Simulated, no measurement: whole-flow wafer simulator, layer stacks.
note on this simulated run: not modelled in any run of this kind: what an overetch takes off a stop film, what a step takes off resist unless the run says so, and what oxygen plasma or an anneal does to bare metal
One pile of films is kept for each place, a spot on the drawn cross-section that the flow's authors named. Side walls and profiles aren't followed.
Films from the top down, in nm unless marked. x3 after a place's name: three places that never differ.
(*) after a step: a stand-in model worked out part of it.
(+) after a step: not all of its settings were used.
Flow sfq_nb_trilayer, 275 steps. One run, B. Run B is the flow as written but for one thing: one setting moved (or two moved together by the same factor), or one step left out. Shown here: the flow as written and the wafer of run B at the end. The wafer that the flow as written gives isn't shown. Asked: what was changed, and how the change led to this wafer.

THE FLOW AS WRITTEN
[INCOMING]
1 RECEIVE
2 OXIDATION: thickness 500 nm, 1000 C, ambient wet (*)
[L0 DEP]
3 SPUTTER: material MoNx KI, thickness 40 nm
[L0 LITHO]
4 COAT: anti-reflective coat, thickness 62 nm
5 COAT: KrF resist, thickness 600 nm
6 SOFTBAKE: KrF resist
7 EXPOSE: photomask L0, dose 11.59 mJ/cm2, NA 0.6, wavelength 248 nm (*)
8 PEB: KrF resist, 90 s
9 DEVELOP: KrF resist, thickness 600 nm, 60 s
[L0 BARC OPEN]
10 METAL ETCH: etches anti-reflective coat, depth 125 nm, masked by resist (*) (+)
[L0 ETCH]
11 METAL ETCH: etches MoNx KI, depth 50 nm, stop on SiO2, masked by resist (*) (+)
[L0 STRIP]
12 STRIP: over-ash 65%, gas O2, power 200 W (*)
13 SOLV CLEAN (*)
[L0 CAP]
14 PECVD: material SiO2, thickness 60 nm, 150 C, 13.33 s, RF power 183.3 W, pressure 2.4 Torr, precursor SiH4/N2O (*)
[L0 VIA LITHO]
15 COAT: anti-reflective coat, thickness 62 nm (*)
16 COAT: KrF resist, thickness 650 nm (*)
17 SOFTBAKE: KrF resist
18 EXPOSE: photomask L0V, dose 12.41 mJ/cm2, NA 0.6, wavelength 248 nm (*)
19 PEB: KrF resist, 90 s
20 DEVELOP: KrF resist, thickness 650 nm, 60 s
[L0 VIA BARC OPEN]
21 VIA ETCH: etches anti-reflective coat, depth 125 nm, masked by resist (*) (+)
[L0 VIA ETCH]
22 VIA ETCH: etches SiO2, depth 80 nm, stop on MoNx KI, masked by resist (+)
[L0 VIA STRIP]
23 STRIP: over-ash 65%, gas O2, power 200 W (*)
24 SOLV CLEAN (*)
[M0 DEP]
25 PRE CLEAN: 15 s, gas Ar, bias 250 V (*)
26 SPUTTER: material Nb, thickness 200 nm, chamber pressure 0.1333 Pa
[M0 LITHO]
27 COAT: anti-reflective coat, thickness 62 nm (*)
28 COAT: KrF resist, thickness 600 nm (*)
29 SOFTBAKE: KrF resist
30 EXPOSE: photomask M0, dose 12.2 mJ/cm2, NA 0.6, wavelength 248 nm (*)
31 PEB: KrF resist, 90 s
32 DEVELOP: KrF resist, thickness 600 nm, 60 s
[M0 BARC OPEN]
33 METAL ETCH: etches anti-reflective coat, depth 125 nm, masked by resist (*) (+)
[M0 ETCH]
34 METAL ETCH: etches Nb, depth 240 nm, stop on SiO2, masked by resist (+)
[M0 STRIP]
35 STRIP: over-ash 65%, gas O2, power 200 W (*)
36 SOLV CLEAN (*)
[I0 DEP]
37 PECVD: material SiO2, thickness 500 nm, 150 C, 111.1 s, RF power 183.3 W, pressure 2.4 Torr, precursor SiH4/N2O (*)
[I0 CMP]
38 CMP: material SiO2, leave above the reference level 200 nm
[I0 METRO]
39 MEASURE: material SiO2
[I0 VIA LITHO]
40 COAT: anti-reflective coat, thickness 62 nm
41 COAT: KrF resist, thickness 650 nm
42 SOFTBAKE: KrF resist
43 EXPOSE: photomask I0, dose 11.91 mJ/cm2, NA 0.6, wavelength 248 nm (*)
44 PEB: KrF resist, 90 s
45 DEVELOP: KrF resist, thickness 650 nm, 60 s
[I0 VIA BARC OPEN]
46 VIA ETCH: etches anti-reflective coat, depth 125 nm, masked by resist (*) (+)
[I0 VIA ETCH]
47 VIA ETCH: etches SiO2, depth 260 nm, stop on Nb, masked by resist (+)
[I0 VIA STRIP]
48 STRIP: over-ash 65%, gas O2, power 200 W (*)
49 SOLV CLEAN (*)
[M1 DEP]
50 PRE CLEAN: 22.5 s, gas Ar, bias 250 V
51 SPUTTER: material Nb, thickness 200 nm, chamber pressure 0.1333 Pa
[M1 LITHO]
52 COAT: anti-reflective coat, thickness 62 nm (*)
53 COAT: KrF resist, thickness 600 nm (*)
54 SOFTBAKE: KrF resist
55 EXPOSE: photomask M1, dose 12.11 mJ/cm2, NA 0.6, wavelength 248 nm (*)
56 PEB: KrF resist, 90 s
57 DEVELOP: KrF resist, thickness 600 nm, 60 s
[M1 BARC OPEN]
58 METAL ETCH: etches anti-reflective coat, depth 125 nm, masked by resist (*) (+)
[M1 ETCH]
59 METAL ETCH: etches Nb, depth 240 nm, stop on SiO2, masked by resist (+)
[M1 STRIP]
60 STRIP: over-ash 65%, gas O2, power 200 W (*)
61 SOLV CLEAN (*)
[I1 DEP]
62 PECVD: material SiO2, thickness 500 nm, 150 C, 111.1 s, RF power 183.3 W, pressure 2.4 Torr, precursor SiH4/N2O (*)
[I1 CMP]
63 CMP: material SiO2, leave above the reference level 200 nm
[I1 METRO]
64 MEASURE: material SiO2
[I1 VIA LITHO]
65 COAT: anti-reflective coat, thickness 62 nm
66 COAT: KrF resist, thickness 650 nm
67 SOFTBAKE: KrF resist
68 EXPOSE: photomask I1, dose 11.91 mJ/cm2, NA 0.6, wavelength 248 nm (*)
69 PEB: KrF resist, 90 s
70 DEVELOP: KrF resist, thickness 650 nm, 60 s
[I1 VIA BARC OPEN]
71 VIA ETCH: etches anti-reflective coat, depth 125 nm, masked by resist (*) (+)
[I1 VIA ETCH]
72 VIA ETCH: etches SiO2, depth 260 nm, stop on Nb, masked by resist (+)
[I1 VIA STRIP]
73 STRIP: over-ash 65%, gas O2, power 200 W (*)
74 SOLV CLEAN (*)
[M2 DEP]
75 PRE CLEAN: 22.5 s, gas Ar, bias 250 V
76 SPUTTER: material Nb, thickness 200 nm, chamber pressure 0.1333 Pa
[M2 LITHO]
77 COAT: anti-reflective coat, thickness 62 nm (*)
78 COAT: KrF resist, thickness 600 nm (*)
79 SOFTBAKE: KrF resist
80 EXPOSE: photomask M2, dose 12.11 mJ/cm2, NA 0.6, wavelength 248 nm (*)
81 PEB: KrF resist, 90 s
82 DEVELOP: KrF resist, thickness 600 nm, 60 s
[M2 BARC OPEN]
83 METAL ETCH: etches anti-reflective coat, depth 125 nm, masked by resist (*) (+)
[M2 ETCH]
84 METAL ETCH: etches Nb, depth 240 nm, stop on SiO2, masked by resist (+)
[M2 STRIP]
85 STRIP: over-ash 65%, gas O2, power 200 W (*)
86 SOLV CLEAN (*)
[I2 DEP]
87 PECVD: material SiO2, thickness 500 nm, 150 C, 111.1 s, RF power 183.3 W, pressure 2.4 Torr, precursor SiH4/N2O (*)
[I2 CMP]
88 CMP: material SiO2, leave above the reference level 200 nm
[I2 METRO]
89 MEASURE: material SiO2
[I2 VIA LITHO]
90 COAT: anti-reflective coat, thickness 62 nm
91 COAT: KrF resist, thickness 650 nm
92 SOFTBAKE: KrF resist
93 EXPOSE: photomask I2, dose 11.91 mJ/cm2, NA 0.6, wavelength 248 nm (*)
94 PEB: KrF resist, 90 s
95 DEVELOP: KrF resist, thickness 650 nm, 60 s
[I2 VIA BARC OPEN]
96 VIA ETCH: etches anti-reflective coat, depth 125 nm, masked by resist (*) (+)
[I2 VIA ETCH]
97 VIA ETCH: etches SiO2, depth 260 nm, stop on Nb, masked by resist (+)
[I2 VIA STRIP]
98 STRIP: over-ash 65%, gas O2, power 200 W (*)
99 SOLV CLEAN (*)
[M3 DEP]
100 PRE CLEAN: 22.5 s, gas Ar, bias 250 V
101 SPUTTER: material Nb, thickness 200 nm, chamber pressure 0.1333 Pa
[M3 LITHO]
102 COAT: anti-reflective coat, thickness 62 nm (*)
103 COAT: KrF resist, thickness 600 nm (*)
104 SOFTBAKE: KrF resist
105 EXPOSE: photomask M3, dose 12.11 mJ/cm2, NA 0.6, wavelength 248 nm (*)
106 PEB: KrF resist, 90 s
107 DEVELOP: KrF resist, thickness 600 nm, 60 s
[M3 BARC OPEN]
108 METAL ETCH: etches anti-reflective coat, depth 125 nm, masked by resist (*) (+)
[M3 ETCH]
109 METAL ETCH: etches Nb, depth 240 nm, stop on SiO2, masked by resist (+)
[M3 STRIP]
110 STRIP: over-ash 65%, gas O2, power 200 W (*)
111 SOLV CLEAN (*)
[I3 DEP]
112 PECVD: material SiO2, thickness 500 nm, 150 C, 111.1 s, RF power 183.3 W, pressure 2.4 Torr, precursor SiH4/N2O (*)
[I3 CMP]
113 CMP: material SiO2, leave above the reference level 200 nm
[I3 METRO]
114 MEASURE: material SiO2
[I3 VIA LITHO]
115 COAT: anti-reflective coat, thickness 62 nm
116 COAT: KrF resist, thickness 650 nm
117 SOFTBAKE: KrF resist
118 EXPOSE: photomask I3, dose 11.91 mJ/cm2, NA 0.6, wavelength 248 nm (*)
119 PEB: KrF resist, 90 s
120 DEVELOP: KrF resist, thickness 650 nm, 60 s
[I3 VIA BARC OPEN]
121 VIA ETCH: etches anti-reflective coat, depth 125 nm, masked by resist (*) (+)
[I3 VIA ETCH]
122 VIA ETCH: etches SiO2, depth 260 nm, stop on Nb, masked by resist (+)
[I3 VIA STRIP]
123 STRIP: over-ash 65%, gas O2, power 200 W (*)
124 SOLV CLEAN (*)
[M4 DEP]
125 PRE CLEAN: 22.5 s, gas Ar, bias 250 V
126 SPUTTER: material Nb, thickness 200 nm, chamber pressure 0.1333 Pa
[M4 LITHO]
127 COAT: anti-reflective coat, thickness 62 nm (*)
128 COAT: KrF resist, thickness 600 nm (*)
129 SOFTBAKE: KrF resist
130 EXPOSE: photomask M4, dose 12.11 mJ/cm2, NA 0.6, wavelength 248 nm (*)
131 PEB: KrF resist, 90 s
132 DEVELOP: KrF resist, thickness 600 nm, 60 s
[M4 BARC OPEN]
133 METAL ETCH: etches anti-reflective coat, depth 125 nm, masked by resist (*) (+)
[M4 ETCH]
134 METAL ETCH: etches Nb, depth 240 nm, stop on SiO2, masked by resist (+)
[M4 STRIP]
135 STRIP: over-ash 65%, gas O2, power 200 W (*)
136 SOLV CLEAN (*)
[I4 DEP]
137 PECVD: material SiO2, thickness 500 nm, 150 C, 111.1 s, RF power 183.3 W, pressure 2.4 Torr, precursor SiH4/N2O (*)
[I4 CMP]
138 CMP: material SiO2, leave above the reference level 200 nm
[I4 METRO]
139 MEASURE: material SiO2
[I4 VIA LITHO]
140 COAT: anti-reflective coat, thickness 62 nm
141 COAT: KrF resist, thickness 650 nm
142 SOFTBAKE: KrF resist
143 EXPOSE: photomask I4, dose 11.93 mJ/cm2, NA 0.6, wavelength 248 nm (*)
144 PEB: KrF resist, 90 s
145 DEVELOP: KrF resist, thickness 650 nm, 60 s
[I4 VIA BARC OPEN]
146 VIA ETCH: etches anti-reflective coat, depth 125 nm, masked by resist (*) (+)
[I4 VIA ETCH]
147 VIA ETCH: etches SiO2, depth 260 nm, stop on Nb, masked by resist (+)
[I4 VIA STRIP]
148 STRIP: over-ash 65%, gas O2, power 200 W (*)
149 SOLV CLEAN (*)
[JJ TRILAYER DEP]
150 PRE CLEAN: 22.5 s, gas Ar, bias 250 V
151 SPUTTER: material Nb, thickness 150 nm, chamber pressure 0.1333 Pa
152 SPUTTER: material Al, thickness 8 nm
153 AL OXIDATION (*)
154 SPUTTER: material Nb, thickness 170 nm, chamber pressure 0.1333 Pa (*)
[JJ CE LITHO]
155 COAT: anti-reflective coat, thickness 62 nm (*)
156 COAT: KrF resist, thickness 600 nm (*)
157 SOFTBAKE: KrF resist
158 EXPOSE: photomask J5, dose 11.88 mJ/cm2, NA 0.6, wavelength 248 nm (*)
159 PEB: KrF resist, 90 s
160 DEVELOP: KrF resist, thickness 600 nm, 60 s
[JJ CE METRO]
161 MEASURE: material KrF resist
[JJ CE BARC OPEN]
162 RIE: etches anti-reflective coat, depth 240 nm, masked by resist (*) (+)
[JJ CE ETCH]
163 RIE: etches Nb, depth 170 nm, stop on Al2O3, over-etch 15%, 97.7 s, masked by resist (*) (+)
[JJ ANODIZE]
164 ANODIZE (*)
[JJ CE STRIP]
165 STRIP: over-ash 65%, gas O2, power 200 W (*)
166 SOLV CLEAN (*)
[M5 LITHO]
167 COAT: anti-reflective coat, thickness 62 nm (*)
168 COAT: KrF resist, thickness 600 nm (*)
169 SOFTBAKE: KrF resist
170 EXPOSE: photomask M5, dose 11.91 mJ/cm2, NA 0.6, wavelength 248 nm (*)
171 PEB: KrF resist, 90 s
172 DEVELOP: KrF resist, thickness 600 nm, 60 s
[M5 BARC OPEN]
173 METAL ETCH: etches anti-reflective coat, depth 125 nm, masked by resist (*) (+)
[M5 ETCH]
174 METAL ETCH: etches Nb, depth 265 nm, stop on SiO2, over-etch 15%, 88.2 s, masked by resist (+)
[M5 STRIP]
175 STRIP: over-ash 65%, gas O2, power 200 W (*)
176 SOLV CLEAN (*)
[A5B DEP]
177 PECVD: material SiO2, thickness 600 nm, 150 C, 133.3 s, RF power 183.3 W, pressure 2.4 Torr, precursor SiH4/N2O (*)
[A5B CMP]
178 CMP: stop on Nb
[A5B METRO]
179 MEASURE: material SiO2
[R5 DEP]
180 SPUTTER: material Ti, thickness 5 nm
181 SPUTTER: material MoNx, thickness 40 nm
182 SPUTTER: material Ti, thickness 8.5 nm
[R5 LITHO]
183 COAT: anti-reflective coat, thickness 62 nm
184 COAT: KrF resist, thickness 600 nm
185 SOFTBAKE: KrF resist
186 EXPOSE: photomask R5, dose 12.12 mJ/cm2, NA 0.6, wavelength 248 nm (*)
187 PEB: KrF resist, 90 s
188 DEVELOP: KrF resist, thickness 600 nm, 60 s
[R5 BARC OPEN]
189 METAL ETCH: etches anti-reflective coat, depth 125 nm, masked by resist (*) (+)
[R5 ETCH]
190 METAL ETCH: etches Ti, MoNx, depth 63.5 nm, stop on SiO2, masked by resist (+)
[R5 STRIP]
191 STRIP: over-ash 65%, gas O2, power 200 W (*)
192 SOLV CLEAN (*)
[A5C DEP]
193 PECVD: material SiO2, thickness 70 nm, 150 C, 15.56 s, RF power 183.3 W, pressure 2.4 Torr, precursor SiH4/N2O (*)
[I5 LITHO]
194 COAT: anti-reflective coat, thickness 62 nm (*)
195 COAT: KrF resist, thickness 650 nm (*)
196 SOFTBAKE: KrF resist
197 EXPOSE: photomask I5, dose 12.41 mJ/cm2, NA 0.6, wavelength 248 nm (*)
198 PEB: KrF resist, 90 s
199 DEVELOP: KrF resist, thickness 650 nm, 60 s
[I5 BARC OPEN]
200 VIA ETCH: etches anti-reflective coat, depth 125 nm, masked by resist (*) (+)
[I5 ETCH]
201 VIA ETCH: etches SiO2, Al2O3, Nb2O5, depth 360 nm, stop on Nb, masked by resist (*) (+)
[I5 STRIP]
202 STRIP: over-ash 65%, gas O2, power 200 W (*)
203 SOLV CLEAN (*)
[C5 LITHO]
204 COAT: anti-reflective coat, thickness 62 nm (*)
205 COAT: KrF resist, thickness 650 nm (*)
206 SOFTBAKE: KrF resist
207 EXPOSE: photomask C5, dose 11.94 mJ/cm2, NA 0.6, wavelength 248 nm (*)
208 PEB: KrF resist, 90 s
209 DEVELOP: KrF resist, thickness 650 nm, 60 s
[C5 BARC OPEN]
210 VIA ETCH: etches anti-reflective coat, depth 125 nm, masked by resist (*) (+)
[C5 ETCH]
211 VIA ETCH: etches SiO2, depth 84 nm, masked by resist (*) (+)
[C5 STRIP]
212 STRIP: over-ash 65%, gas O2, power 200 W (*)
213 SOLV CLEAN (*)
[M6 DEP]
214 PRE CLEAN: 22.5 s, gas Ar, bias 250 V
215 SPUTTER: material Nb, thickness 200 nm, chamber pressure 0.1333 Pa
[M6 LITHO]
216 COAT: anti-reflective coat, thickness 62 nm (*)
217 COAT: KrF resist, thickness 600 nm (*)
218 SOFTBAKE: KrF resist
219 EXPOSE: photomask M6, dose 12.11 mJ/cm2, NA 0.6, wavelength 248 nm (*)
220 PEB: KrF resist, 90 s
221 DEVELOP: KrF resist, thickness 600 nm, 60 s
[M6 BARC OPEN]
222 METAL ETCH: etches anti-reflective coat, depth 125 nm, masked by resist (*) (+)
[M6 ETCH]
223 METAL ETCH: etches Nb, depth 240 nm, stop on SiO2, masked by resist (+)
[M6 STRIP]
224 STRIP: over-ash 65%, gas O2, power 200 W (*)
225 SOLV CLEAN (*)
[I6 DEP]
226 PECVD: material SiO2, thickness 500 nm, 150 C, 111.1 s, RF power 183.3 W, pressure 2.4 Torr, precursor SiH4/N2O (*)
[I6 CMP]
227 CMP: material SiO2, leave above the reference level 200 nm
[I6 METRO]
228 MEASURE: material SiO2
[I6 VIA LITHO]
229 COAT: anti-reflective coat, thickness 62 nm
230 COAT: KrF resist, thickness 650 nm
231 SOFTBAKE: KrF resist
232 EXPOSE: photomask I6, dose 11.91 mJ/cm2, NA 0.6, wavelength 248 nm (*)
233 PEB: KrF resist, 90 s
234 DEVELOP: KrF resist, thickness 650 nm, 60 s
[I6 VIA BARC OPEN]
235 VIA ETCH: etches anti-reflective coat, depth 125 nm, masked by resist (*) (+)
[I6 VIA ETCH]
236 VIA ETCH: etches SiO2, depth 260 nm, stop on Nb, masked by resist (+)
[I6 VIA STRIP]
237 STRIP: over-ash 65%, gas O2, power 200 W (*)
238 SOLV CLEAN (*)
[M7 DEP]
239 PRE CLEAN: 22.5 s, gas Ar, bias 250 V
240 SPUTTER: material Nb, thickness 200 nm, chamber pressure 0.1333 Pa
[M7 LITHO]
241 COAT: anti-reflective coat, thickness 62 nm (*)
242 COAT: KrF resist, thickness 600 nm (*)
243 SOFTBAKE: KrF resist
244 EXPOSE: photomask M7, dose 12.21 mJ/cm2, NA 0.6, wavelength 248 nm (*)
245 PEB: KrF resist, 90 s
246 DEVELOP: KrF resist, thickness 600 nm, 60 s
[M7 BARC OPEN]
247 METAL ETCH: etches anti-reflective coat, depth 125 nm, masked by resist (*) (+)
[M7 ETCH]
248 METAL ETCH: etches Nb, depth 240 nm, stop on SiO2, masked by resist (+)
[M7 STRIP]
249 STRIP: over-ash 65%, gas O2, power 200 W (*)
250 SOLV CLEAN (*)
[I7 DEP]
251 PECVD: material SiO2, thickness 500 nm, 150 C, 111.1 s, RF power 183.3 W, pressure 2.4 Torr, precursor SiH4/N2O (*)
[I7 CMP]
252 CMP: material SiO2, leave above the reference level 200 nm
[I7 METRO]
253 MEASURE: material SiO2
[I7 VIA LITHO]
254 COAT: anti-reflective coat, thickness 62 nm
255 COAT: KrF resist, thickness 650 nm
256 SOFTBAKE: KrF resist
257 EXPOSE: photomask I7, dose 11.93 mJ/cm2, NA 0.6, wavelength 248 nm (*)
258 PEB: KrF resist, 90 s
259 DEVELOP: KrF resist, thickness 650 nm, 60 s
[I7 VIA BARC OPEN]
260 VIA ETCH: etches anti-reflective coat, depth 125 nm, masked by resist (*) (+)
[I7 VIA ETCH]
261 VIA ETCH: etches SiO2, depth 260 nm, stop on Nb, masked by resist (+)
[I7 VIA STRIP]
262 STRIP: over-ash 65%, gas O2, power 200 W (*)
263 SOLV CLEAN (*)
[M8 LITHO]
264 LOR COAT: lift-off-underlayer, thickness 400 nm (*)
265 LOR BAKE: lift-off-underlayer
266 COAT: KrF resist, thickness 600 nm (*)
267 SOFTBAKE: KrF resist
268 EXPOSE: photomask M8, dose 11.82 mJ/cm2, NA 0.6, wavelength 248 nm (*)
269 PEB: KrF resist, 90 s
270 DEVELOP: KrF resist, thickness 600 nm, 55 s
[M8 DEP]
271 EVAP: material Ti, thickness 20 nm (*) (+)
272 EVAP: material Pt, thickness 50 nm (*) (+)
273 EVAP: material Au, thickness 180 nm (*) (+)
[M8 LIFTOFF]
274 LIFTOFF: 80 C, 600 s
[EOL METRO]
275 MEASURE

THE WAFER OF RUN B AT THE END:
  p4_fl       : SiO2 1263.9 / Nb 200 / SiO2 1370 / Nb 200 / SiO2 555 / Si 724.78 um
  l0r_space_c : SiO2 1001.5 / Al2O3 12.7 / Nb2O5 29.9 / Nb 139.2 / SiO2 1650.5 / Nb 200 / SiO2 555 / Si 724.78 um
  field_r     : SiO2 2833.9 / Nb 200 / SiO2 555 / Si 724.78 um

The cause: step 138, CMP: leave above the reference level 88 nm was run, where the flow has leave above the reference level 200 nm.

How the change led to this, step by step:
  138 CMP: material SiO2, leave above the reference level 200 nm
      field_l, be, be_sur and 55 more: SiO2 -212 (as written it would be: SiO2 -100)
      v_sur, via_wl, via_w and 35 more: SiO2 -412 (as written it would be: SiO2 -300)
      (and at 10 more places)
  147 VIA ETCH: etches SiO2, depth 260 nm, stop on Nb, masked by resist (+)
      field_l, v_sur, via_sp and 100 more: KrF resist -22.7 (as written it would be: KrF resist -44.8)
      via_wl, via_w, via_wr: SiO2 -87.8 (all of it) (as written it would be: SiO2 -199.8 (all of it))
  148 STRIP: over-ash 65%, gas O2, power 200 W (*)
      field_l, v_sur, via_sp and 100 more: KrF resist -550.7 (all of it), anti-reflective coat -62 (all of it) (as written it would be: KrF resist -528.6 (all of it), anti-reflective coat -62 (all of it))
  151 SPUTTER: material Nb, thickness 150 nm, chamber pressure 0.1333 Pa
      via_wl, via_w, via_wr: Nb +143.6 (as written it would be: Nb +130.4)
  152 SPUTTER: material Al, thickness 8 nm
      via_wl, via_wr: Al +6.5 (new film) (as written it would be: Al +5.14 (new film))
      via_w: Al +7.91 (new film) (as written it would be: Al +7.12 (new film))
  154 SPUTTER: material Nb, thickness 170 nm, chamber pressure 0.1333 Pa (*)
      via_wl, via_wr: Nb +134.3 (new film) (as written it would be: Nb +140.7 (new film))
      via_w: Nb +168.7 (new film) (as written it would be: Nb +141 (new film))
  155 COAT: anti-reflective coat, thickness 62 nm (*)
      via_wl, via_wr: anti-reflective coat +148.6 (new film) (as written it would be: anti-reflective coat +209.4 (new film))
      v_sur: anti-reflective coat +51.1 (new film) (as written it would be: anti-reflective coat +45.1 (new film))
      (and at 2 more places)
  156 COAT: KrF resist, thickness 600 nm (*)
      via_wl: KrF resist +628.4 (new film) (as written it would be: KrF resist +663 (new film))
      via_w: KrF resist +653.9 (new film) (as written it would be: KrF resist +763.8 (new film))
      (and at 1 more place)
  160 DEVELOP: KrF resist, thickness 600 nm, 60 s
      via_wl: KrF resist -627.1 (all of it) (as written it would be: KrF resist -661.6 (all of it))
      via_w: KrF resist -652.5 (all of it) (as written it would be: KrF resist -762.1 (all of it))
      (and at 1 more place)
  162 RIE: etches anti-reflective coat, depth 240 nm, masked by resist (*) (+)
      ce_l, c5j, ce_r, wl_jj: KrF resist -148.6 (as written it would be: KrF resist -209.4)
      via_wl, via_wr: anti-reflective coat -148.6 (all of it) (as written it would be: anti-reflective coat -209.4 (all of it))
      (and at 3 more places)
  163 RIE: etches Nb, depth 170 nm, stop on Al2O3, over-etch 15%, 97.7 s, masked by resist (*) (+)
      via_w: Nb -168.7 (all of it), Al2O3 -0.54 (as written it would be: Nb -141 (all of it), Al2O3 -0.96 (all of it))
      via_wl, via_wr: Nb -134.3 (all of it), Al2O3 -0.96 (all of it) (as written it would be: Nb -140.7 (all of it), Al2O3 -0.96 (all of it))
  164 ANODIZE (*)
      via_w: Al2O3 +12.1, Nb2O5 +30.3 (new film), Al -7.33 (all of it), Nb -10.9 (as written it would be: Al2O3 +10.8 (new film), Nb2O5 +33.3 (new film), Al -6.54 (all of it), Nb -12)
      via_wl, via_wr: Al2O3 +9.77 (new film), Nb2O5 +35.2 (new film), Al -5.92 (all of it), Nb -12.7 (as written it would be: Al2O3 +7.52 (new film), Nb2O5 +39.2 (new film), Al -4.56 (all of it), Nb -14.1)
  165 STRIP: over-ash 65%, gas O2, power 200 W (*)
      c5j, ce_r: KrF resist -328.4 (all of it), anti-reflective coat -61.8 (all of it) (as written it would be: KrF resist -266.9 (all of it), anti-reflective coat -61.5 (all of it))
      ce_l: KrF resist -328.4 (all of it), anti-reflective coat -61.8 (all of it) (as written it would be: KrF resist -266.8 (all of it), anti-reflective coat -61.4 (all of it))
      (and at 1 more place)
  167 COAT: anti-reflective coat, thickness 62 nm (*)
      v_sur: anti-reflective coat +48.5 (new film) (as written it would be: anti-reflective coat +44.9 (new film))
      via_wl: anti-reflective coat +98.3 (new film) (as written it would be: anti-reflective coat +170.5 (new film))
      (and at 3 more places)
  168 COAT: KrF resist, thickness 600 nm (*)
      v_sur: KrF resist +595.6 (new film) (as written it would be: KrF resist +577.9 (new film))
      via_wl: KrF resist +632.9 (new film) (as written it would be: KrF resist +656 (new film))
      (and at 3 more places)
  175 STRIP: over-ash 65%, gas O2, power 200 W (*)
      v_sur: KrF resist -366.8 (all of it), anti-reflective coat -48.5 (all of it) (as written it would be: KrF resist -349.2 (all of it), anti-reflective coat -44.9 (all of it))
      via_wl: KrF resist -403.9 (all of it), anti-reflective coat -98.3 (all of it) (as written it would be: KrF resist -427 (all of it), anti-reflective coat -170.5 (all of it))
      (and at 3 more places)
  178 CMP: stop on Nb
      via_wl, via_wr: SiO2 -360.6 (as written it would be: SiO2 -235.7)
      via_w: SiO2 -360.2 (as written it would be: SiO2 -235.2)
